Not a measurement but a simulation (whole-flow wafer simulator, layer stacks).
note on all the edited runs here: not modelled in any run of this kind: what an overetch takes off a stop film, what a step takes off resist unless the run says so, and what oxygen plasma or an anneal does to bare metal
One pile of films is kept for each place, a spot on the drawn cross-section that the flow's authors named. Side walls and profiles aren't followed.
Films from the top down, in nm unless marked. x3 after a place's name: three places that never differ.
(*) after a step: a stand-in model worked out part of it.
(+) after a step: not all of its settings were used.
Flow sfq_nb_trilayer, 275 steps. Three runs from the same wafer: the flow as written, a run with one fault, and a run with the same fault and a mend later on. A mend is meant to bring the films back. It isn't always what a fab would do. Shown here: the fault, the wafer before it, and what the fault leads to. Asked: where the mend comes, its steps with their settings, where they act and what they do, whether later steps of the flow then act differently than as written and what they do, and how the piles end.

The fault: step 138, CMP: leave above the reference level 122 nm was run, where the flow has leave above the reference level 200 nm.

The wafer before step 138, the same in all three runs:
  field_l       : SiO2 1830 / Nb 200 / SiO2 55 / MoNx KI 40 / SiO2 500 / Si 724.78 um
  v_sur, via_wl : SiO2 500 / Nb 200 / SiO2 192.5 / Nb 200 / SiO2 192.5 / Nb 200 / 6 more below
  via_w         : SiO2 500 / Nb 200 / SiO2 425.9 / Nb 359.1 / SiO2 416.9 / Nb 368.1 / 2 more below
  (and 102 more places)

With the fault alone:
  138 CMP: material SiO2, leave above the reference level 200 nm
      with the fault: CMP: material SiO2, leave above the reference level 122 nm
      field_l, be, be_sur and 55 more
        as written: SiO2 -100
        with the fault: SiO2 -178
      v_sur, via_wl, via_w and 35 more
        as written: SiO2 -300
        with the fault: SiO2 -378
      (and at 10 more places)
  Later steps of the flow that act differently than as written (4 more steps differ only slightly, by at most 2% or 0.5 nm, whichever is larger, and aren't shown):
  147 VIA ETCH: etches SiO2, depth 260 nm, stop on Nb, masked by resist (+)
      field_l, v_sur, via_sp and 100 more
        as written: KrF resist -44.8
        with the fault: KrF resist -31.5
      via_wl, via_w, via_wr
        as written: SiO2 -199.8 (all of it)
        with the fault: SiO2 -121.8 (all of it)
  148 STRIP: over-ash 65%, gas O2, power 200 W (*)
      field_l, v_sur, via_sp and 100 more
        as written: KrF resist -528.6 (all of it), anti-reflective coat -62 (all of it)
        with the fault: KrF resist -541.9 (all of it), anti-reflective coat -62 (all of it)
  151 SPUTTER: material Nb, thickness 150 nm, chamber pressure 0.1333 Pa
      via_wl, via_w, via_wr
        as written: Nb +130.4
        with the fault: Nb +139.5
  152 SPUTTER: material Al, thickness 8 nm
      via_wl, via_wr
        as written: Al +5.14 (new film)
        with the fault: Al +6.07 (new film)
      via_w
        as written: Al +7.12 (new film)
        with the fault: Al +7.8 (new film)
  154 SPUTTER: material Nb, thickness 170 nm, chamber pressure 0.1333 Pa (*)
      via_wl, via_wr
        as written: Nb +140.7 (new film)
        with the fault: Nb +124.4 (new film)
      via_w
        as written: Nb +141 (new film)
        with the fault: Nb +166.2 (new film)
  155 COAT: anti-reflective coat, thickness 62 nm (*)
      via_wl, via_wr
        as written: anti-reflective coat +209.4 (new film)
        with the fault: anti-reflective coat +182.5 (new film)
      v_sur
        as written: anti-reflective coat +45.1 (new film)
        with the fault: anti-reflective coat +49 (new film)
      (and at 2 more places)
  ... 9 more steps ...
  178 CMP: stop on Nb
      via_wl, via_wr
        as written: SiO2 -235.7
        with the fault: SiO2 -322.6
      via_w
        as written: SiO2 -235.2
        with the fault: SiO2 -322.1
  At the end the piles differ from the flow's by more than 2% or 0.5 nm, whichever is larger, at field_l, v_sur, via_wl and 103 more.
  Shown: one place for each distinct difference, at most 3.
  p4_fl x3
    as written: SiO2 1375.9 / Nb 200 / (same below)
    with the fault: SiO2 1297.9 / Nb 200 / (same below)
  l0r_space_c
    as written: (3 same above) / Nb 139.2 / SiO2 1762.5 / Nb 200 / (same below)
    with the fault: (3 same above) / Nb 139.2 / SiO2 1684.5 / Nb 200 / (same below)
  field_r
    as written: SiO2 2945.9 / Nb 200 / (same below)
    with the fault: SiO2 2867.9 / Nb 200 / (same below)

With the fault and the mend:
  The mend comes after step 139.
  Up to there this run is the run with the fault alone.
  139a PECVD: material SiO2, thickness 78 nm, 150 C, 17.33 s, RF power 183.3 W, pressure 2.4 Torr, precursor SiH4/N2O (the flow's step 137 once more, with other settings)
      field_l, v_sur, via_wl and 103 more
        SiO2 +78
  No later step of the flow acts differently than as written, at any place that is followed, by more than 2% or 0.5 nm, whichever is larger.
  At the end the piles are the same as the flow's at every place that both follow.
